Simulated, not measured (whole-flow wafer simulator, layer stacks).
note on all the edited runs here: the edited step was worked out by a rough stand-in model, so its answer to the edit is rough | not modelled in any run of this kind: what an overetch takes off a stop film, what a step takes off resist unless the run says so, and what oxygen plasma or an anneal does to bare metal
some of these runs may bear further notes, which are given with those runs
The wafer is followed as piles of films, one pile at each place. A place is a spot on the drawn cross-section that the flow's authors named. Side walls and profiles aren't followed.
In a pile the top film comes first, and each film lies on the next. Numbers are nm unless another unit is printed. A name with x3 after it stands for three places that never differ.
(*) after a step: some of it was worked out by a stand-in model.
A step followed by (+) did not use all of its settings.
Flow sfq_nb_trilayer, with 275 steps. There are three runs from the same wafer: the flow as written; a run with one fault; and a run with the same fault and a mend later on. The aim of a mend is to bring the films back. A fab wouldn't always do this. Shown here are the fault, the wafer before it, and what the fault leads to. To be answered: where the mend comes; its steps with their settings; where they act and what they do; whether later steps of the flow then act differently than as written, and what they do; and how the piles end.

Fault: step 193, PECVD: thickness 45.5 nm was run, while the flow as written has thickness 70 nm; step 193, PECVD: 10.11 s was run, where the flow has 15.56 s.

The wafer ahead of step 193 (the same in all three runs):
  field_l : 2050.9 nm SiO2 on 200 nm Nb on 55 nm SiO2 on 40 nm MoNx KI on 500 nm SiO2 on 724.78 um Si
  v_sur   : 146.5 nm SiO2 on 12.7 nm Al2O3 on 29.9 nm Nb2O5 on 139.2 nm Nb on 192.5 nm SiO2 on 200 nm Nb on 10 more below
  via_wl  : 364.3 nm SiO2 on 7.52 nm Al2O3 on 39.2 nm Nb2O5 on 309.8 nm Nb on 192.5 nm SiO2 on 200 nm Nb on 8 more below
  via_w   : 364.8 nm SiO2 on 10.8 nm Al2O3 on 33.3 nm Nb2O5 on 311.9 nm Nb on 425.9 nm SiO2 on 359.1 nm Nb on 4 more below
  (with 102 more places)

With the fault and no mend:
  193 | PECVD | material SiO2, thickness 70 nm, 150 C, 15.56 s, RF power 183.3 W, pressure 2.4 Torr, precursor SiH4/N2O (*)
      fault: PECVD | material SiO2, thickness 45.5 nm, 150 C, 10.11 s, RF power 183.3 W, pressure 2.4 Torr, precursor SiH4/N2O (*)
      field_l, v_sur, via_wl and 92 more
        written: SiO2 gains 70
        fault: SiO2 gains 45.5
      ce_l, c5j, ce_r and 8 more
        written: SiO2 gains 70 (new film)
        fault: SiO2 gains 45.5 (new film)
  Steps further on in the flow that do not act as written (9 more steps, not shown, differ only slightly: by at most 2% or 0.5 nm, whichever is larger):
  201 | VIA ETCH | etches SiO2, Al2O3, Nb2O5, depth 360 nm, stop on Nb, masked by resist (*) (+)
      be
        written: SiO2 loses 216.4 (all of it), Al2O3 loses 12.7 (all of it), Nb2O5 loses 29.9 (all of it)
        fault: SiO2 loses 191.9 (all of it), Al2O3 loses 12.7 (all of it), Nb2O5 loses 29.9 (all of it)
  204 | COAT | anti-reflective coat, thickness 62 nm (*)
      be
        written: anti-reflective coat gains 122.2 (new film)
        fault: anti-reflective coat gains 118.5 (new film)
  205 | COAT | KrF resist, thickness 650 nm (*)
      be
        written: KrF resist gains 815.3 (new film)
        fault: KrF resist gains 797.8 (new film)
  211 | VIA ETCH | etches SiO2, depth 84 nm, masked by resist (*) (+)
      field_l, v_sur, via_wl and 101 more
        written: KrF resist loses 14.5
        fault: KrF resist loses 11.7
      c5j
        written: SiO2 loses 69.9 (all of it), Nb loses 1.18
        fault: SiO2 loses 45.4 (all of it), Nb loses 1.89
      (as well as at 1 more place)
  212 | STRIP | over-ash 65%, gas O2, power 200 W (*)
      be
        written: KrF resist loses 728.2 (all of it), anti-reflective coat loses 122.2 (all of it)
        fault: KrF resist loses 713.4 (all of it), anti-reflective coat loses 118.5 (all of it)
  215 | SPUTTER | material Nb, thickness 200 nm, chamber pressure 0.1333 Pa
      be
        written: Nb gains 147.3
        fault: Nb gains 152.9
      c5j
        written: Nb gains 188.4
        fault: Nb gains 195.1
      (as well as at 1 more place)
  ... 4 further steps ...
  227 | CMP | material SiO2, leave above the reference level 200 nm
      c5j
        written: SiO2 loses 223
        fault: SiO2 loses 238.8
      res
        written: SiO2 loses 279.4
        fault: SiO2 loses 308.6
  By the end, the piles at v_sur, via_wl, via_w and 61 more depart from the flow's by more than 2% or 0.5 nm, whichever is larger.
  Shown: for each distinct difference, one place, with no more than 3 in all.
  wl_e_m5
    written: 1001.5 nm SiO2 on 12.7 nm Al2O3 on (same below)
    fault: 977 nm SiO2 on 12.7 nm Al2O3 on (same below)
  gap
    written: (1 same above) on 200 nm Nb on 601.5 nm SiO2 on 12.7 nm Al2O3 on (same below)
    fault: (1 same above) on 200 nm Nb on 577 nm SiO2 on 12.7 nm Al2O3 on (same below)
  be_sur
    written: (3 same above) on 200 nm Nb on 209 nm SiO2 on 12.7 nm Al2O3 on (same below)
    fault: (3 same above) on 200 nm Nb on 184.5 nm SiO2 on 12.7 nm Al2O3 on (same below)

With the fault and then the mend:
  The mend stands after step 199.
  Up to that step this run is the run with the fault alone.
  199a | STRIP | over-ash 65%, gas O2, power 200 W (*)
      p4_fl x3, p4_w1 x9, p4_g1 x2 and 33 more
        KrF resist loses 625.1 (all of it), anti-reflective coat loses 62 (all of it)
      wl_b_m5, wl_b_sr, wl_c_sl and 12 more
        KrF resist loses 625 (all of it), anti-reflective coat loses 62 (all of it)
      v_sur, via_wl, via_w
        KrF resist loses 625.7 (all of it), anti-reflective coat loses 62.2 (all of it)
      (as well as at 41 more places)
  199b | PECVD | material SiO2, thickness 24.5 nm, 150 C, 5.444 s, RF power 183.3 W, pressure 2.4 Torr, precursor SiH4/N2O (*) (a further turn of the flow's step 193, with different settings)
      field_l, v_sur, via_wl and 103 more
        SiO2 gains 24.5
  199c | COAT | anti-reflective coat, thickness 62 nm (*) (a further turn of the flow's step 194)
      p4_fl x3, p4_w1 x9, p4_g1 x2 and 50 more
        anti-reflective coat gains 62 (new film)
      via_wr, via_sp, via_v, wire, lsp_r, l0_sur, l0v
        anti-reflective coat gains 62.3 (new film)
      be, be_sur, gap, lsp_m, ln_m6
        anti-reflective coat gains 62.4 (new film)
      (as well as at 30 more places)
  199d | COAT | KrF resist, thickness 650 nm (*) (a further turn of the flow's step 195)
      p4_fl x3, p4_w1 x9, p4_g1 x2 and 33 more
        KrF resist gains 650 (new film)
      wl_b_m5, wl_b_sr, wl_c_sl and 12 more
        KrF resist gains 649.9 (new film)
      v_sur, via_wl, via_w
        KrF resist gains 650.6 (new film)
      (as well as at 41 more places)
  199e | SOFTBAKE | KrF resist (a further turn of the flow's step 196)
      does not change any film at any place that is followed
  199f | EXPOSE | photomask I5, dose 12.41 mJ/cm2, NA 0.6, wavelength 248 nm (*) (a further turn of the flow's step 197)
      does not change any film at any place that is followed
  199g | PEB | KrF resist, 90 s (a further turn of the flow's step 198)
      field_l, v_sur, via_wl and 87 more
        KrF resist loses 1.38
      jj_sur, ce_l, sp_r, moat, field_r, wl_jj
        KrF resist loses 1.39
      be_r, r_sur, res, r_end
        KrF resist loses 1.33
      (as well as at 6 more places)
  199h | DEVELOP | KrF resist, thickness 650 nm, 60 s (a further turn of the flow's step 199)
      field_l, v_sur, via_wl and 102 more
        KrF resist loses 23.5
      be
        KrF resist loses 649.8 (all of it)
  None of the later steps of the flow differs from how it acts as written, at any place that is followed, by more than 2% or 0.5 nm, whichever is larger.
  At every place that both follow, the piles at the end match the flow's.
